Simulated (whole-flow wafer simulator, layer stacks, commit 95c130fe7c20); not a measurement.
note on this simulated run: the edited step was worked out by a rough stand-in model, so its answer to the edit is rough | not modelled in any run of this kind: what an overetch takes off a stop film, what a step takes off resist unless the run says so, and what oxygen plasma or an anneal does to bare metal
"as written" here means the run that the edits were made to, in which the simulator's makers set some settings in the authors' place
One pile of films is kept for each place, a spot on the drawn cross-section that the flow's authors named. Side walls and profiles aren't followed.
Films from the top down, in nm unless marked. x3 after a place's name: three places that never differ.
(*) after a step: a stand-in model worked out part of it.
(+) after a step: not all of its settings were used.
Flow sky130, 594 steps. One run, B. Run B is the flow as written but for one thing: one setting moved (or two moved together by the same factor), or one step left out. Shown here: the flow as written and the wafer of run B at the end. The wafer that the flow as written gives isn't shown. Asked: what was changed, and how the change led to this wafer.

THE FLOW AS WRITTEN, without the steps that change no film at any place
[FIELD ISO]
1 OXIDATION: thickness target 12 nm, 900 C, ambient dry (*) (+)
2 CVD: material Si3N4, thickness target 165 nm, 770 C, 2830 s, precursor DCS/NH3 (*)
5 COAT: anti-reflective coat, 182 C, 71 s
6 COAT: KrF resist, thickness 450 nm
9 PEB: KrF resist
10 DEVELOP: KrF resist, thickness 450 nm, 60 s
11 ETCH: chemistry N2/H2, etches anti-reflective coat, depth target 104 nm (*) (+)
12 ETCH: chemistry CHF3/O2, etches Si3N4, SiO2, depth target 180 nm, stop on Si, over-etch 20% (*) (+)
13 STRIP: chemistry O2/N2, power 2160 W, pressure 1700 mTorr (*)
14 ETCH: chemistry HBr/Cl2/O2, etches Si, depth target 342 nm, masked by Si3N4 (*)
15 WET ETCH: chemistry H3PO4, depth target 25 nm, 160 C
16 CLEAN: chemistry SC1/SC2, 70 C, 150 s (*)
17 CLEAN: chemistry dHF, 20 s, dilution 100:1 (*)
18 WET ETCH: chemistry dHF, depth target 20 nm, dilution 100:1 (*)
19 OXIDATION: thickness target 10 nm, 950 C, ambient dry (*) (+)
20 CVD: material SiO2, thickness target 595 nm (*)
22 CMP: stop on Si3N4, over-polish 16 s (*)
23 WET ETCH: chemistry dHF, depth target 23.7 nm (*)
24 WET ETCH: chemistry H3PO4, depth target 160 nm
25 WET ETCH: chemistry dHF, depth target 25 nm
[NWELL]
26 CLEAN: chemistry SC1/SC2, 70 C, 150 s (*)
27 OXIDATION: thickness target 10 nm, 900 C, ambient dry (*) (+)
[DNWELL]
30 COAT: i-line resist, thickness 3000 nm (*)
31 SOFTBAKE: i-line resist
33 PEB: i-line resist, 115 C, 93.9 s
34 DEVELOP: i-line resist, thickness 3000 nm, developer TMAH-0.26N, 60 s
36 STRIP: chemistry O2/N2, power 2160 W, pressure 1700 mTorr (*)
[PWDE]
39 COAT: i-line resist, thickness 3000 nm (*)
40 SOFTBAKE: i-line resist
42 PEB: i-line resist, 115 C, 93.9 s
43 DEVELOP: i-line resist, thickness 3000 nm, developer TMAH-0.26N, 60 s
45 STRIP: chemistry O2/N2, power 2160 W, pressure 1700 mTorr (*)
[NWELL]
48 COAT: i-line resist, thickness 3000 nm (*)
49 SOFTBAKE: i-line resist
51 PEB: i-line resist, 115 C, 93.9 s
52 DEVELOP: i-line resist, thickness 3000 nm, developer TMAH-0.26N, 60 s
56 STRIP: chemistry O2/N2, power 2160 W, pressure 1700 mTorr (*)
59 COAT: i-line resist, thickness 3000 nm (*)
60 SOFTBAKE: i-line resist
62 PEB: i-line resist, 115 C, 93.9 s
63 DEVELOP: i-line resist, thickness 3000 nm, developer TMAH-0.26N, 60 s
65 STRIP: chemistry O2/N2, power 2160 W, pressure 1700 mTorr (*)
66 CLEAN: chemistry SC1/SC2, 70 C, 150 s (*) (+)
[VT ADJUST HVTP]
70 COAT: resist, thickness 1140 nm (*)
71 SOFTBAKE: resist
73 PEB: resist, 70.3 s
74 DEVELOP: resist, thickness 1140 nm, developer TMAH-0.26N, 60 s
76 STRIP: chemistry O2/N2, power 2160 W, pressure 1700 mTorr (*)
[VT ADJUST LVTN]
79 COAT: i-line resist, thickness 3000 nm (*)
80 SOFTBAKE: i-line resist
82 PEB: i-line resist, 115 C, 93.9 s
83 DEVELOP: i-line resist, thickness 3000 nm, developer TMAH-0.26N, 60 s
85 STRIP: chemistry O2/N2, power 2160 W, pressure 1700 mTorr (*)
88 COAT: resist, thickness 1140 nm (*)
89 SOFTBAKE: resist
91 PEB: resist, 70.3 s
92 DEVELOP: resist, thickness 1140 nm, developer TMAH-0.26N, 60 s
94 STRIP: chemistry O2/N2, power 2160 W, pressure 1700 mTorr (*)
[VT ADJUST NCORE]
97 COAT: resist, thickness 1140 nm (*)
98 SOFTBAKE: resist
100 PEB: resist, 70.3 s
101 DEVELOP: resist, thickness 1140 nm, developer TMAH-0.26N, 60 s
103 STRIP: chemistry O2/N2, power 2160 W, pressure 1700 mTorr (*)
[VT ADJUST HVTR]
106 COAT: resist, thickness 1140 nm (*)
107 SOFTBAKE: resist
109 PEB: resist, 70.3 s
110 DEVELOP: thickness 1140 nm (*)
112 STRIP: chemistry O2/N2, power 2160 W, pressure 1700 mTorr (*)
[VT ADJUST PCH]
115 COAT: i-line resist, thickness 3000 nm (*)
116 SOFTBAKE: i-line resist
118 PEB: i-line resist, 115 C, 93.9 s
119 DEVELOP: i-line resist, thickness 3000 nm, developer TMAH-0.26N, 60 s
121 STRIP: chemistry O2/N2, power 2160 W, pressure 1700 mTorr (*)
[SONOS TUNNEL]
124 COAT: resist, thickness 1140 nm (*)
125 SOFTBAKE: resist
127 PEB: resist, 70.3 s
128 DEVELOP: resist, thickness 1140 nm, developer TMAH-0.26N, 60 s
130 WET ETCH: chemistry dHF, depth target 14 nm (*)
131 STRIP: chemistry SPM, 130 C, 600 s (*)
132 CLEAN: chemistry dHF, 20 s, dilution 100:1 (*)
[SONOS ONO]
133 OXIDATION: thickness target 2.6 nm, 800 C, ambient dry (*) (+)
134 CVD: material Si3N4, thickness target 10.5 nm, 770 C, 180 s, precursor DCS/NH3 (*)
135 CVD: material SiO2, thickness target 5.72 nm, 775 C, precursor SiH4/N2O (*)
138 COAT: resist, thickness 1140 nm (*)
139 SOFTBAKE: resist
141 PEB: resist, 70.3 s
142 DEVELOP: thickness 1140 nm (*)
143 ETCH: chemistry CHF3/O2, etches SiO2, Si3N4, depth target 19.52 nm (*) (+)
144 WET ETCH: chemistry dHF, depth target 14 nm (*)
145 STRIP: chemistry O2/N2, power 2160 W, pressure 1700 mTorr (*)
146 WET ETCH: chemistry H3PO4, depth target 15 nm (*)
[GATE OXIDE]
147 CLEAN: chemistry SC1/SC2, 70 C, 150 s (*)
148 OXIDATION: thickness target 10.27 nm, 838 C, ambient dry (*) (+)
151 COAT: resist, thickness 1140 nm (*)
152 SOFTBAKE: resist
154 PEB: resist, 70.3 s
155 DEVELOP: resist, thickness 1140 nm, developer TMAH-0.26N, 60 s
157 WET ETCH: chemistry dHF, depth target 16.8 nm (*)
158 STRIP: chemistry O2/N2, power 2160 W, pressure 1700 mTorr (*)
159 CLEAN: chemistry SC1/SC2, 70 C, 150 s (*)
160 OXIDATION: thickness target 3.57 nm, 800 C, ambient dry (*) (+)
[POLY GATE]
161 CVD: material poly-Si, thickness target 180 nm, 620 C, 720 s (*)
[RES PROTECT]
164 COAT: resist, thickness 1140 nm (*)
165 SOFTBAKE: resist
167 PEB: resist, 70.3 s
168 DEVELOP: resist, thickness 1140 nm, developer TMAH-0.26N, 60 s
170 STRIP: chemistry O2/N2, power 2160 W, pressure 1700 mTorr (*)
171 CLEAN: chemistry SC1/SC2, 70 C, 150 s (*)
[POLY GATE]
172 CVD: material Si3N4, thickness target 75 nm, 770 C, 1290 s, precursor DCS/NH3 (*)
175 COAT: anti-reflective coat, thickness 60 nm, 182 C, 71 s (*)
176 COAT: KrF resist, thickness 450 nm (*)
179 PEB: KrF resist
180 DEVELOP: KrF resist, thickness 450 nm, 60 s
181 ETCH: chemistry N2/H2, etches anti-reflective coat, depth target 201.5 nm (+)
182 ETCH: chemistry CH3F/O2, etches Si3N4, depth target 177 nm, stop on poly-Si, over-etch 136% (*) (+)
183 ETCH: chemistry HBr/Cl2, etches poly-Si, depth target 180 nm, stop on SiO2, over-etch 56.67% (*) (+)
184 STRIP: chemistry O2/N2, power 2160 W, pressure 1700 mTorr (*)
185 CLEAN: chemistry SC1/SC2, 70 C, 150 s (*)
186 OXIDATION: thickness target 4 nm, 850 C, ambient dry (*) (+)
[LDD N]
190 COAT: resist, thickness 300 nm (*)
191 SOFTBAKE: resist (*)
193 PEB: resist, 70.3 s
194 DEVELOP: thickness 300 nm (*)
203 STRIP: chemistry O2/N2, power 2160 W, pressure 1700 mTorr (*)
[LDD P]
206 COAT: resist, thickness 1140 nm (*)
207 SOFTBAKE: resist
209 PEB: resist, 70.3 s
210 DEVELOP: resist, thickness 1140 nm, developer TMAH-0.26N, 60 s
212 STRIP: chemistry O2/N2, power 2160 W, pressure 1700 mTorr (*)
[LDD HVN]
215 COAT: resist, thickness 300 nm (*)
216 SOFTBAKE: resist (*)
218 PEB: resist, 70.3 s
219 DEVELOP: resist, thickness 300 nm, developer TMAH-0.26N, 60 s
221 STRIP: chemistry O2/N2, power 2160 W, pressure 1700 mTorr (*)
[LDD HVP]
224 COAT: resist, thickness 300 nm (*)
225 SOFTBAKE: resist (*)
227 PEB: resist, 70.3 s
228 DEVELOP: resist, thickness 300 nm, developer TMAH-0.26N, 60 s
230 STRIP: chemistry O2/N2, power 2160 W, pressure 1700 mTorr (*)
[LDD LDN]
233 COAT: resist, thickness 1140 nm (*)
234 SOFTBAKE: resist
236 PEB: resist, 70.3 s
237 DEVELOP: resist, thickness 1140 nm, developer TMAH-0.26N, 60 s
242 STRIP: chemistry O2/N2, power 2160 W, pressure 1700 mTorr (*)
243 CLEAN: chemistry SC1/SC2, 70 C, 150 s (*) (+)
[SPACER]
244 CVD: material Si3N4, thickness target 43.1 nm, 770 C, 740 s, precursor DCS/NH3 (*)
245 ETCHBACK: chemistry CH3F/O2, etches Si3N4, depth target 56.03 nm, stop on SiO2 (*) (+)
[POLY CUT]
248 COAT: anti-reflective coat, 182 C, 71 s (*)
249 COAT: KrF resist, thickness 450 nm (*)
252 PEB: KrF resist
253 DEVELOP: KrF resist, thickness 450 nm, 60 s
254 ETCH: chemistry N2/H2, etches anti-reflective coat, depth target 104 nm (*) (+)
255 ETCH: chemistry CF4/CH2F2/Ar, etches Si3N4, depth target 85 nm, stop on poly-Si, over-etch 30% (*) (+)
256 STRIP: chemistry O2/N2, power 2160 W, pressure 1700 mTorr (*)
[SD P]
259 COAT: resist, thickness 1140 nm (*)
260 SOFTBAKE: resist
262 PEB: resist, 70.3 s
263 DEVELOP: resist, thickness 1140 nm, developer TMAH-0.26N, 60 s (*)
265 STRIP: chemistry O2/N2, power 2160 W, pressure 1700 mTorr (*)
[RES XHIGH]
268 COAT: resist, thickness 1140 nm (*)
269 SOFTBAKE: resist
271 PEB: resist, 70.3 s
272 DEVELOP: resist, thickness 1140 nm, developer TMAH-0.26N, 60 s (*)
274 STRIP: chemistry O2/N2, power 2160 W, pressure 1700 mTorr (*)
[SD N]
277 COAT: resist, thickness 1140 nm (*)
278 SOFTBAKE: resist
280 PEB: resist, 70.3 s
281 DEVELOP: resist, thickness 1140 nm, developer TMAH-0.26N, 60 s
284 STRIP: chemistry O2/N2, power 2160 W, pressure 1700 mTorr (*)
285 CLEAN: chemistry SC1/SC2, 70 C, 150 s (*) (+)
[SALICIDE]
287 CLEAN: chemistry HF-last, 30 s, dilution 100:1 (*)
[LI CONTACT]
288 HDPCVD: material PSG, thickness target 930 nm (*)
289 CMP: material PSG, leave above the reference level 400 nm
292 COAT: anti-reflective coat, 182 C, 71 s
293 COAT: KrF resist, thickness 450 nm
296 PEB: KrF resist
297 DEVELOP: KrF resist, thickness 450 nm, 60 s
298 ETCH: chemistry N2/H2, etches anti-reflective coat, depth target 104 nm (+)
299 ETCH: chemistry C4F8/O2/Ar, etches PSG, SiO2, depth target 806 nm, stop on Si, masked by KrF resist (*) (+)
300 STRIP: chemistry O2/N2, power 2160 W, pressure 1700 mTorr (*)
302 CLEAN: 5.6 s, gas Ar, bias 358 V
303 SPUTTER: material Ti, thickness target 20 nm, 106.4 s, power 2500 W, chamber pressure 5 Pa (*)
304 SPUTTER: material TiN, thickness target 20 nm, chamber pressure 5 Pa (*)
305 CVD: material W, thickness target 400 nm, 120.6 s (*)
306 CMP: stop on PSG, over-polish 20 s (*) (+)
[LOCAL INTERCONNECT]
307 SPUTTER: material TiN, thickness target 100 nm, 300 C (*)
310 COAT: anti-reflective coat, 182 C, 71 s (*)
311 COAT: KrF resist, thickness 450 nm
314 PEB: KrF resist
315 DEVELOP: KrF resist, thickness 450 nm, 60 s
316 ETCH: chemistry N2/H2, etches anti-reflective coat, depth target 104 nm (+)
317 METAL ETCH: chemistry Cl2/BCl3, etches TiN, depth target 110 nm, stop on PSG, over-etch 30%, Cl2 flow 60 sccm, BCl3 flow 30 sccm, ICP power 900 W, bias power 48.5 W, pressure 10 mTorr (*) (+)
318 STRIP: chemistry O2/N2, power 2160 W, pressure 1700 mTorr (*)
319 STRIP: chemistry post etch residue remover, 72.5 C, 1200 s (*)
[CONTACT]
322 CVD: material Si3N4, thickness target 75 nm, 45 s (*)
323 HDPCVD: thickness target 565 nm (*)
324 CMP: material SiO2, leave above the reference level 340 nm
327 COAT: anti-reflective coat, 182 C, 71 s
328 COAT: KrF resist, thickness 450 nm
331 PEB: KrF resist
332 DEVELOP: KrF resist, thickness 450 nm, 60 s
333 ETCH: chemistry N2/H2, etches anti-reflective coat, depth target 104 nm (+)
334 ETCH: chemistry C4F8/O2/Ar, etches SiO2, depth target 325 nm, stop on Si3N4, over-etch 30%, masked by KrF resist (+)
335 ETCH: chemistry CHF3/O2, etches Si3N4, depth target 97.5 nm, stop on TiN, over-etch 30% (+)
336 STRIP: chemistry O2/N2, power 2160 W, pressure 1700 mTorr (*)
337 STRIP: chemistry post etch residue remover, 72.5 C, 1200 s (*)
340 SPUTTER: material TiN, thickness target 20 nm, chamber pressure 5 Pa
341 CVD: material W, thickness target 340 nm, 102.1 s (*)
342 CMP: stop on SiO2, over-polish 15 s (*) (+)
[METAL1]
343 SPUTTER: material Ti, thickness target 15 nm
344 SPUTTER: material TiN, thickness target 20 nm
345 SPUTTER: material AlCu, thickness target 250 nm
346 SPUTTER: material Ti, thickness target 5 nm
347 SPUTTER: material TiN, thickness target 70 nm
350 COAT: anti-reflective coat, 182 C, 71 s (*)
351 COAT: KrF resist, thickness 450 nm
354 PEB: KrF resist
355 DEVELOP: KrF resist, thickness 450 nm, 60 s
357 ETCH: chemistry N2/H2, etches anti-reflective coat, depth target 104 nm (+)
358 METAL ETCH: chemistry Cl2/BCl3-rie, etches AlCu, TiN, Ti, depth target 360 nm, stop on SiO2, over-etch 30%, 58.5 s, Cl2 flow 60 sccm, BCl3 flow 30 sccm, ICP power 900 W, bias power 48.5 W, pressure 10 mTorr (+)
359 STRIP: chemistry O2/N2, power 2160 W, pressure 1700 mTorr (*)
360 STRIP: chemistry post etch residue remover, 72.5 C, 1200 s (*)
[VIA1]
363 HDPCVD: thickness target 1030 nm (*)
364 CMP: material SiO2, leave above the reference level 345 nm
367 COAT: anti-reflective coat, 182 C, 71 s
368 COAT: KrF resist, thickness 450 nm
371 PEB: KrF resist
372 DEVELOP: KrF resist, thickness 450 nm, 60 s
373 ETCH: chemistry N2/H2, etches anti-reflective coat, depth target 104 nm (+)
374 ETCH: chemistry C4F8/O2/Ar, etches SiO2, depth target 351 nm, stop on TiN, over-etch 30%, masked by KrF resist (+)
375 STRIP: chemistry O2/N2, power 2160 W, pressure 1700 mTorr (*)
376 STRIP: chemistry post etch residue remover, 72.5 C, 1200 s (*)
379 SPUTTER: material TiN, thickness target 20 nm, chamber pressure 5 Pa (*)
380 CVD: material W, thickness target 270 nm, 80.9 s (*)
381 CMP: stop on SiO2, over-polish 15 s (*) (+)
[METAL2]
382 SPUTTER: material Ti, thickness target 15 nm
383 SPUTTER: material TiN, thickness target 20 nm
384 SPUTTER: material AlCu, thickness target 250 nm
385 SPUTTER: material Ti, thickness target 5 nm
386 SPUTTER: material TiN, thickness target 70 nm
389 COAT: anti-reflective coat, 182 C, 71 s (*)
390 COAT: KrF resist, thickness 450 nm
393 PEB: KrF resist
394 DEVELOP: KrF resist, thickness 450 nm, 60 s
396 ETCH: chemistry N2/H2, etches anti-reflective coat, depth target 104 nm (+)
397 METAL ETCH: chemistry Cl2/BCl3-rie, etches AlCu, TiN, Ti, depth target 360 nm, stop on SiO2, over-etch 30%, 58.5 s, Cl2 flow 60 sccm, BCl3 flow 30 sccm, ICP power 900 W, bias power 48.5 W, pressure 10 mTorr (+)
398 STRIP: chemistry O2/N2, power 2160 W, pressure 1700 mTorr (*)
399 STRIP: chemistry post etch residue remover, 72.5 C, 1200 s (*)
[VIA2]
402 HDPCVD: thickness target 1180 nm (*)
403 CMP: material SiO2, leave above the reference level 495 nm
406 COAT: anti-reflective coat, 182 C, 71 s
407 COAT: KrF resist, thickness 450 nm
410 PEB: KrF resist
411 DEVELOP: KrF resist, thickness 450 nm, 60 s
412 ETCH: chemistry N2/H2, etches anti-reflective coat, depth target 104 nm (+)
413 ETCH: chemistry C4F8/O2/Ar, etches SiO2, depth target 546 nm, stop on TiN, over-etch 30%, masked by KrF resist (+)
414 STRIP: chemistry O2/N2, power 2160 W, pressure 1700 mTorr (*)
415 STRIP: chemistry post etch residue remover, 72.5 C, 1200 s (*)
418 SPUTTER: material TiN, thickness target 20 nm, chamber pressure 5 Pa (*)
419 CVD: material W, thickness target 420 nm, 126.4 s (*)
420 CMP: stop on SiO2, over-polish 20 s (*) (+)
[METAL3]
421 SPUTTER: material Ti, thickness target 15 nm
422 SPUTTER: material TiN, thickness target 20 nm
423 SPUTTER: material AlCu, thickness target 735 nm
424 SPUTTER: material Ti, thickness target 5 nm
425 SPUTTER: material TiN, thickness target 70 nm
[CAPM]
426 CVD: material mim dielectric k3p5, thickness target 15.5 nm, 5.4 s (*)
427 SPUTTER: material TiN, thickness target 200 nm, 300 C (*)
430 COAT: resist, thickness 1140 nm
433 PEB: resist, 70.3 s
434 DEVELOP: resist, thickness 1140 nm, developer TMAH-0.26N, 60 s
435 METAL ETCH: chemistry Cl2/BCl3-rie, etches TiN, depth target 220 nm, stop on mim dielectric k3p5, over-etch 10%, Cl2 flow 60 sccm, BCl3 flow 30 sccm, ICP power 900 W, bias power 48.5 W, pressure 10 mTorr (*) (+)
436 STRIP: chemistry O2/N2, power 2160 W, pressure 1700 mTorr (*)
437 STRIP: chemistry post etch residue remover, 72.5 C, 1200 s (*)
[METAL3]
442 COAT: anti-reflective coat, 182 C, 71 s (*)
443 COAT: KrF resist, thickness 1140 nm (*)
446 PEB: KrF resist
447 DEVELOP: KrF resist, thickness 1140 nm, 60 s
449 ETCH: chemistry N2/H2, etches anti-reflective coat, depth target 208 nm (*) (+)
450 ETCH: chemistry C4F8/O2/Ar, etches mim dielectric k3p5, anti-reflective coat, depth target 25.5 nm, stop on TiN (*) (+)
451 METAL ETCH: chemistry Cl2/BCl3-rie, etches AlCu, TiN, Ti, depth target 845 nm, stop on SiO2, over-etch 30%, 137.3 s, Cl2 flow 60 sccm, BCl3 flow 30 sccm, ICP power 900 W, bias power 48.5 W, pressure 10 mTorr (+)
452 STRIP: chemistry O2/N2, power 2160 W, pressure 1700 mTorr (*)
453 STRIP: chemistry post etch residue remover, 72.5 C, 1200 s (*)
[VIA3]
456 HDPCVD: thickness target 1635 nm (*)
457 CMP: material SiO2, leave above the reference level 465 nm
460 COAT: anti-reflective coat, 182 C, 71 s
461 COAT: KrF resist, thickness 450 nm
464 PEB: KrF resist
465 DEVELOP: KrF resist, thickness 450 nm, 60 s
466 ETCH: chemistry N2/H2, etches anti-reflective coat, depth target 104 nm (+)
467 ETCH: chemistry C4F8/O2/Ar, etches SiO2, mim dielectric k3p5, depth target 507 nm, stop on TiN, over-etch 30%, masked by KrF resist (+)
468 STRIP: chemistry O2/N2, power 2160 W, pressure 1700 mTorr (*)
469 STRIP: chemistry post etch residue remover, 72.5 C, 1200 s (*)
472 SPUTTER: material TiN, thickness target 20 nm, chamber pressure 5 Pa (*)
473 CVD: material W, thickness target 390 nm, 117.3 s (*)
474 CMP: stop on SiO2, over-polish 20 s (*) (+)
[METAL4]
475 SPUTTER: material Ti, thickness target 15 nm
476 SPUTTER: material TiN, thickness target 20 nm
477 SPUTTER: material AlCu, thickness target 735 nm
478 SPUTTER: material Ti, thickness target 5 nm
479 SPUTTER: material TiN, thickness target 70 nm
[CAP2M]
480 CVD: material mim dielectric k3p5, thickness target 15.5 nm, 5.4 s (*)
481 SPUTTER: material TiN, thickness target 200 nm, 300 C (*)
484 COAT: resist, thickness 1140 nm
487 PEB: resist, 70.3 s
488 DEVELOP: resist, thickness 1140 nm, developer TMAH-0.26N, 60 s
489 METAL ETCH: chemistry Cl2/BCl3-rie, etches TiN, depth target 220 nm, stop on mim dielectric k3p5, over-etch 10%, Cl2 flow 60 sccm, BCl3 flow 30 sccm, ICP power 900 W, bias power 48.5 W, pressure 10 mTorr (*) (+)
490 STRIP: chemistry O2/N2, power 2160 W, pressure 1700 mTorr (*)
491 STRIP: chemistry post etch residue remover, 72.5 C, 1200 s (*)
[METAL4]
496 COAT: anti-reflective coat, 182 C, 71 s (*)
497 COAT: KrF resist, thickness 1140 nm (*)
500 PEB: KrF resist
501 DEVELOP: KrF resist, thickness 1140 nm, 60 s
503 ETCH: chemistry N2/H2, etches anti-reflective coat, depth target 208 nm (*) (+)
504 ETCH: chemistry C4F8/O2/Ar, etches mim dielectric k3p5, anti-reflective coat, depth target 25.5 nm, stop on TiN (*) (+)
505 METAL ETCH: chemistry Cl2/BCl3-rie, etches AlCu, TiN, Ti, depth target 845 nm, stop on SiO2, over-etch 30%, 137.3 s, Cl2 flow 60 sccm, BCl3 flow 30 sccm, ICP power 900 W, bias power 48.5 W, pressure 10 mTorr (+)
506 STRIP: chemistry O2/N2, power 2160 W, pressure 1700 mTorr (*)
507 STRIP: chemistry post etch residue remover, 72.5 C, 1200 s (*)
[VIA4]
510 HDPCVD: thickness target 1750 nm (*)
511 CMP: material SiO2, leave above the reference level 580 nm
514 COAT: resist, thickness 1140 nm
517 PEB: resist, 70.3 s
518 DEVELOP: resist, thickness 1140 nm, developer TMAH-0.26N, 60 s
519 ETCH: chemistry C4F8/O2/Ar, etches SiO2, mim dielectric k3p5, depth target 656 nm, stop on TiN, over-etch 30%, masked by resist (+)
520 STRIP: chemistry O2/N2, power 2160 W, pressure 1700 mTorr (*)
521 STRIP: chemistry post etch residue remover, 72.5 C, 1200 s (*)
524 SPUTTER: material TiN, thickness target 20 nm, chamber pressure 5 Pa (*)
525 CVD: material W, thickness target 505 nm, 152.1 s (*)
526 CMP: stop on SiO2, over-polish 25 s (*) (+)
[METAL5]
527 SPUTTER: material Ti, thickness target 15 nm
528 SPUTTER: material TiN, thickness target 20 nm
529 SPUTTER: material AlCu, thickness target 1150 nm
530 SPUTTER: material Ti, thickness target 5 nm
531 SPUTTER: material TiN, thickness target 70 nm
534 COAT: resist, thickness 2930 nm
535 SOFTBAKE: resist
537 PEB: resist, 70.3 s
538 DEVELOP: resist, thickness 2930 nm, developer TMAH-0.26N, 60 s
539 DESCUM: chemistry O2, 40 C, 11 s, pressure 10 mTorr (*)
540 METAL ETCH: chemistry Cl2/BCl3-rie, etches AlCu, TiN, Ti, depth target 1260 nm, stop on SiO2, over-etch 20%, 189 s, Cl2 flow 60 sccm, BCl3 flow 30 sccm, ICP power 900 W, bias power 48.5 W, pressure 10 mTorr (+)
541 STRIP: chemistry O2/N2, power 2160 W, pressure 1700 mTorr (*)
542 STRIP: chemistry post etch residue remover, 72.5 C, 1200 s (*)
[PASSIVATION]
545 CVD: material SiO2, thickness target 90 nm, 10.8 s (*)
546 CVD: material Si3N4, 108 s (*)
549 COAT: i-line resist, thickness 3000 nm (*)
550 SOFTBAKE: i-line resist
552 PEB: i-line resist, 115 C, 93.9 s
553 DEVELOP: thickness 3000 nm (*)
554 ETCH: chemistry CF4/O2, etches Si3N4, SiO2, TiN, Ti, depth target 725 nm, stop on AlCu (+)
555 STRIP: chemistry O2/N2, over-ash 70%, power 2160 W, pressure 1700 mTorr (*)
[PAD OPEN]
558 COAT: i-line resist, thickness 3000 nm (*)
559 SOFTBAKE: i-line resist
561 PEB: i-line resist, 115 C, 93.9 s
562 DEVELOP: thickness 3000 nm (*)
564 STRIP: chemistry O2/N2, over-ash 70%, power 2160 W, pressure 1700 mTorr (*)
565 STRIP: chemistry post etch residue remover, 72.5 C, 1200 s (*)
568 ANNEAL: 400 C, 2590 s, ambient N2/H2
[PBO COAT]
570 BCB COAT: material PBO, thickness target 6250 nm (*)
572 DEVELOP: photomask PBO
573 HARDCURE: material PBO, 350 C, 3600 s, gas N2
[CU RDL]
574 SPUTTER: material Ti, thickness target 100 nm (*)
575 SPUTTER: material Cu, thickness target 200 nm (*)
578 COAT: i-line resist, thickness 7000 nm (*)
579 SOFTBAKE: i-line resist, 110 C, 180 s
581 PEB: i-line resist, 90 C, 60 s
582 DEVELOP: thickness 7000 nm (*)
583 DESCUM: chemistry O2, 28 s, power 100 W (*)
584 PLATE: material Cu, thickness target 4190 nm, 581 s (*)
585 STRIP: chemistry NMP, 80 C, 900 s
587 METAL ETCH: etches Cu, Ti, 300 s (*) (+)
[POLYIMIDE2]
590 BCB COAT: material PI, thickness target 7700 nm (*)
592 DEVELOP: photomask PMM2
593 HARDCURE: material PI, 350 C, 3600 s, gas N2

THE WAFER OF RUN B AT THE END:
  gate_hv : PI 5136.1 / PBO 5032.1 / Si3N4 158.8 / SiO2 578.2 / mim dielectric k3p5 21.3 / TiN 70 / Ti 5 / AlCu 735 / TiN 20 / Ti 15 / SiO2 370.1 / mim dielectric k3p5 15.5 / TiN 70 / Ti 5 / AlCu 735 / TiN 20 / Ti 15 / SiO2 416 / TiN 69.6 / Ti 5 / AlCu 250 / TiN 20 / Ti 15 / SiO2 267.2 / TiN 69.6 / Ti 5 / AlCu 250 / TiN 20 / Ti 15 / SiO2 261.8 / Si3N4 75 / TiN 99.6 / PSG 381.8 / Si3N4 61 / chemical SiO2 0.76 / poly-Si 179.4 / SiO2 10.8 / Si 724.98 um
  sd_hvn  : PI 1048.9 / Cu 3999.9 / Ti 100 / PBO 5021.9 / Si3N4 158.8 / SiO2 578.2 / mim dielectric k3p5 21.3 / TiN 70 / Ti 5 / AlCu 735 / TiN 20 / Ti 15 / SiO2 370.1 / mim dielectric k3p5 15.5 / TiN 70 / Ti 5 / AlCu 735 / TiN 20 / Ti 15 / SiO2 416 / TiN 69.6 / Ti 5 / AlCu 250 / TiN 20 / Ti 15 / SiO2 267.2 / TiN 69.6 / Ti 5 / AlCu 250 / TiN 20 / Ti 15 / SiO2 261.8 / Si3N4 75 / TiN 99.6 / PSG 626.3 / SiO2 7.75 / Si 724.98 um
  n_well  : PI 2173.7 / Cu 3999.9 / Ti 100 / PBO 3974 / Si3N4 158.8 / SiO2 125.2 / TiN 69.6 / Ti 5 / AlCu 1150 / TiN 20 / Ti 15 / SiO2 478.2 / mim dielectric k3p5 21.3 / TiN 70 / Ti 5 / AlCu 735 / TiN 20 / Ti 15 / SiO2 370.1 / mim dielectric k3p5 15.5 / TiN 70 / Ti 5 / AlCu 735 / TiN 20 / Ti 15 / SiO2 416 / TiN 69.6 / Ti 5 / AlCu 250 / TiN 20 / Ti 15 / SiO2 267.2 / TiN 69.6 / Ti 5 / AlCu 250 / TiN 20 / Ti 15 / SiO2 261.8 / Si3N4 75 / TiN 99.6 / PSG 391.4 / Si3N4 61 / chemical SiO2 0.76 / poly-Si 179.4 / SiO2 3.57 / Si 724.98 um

The cause: step 480, CVD: thickness target 21.3 nm was run, where the flow has thickness target 15.5 nm; step 480, CVD: 7.43 s was run, where the flow has 5.4 s.
It can be read off the wafer: gate_hv has mim dielectric k3p5 21.3, and step 480 as written asks for 15.5 nm.

How the change led to this, step by step:
  480 CVD: material mim dielectric k3p5, thickness target 15.5 nm, 5.4 s (*)
      field, active, n_well and 189 more: mim dielectric k3p5 +21.3 (new film) (as written it would be: mim dielectric k3p5 +15.5 (new film))
  504 ETCH: chemistry C4F8/O2/Ar, etches mim dielectric k3p5, anti-reflective coat, depth target 25.5 nm, stop on TiN (*) (+)
      n_well, p_well, gate_hv and 102 more: KrF resist -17 (as written it would be: KrF resist -15.5)
      field, active, gate and 85 more: mim dielectric k3p5 -21.3 (all of it) (as written it would be: mim dielectric k3p5 -15.5 (all of it))
  519 ETCH: chemistry C4F8/O2/Ar, etches SiO2, mim dielectric k3p5, depth target 656 nm, stop on TiN, over-etch 30%, masked by resist (+)
      m1: SiO2 -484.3 (all of it), mim dielectric k3p5 -21.3 (all of it) (as written it would be: SiO2 -490.1 (all of it), mim dielectric k3p5 -15.5 (all of it))
      via4_hole: SiO2 -483.7 (all of it), mim dielectric k3p5 -21.3 (all of it) (as written it would be: SiO2 -489.5 (all of it), mim dielectric k3p5 -15.5 (all of it))
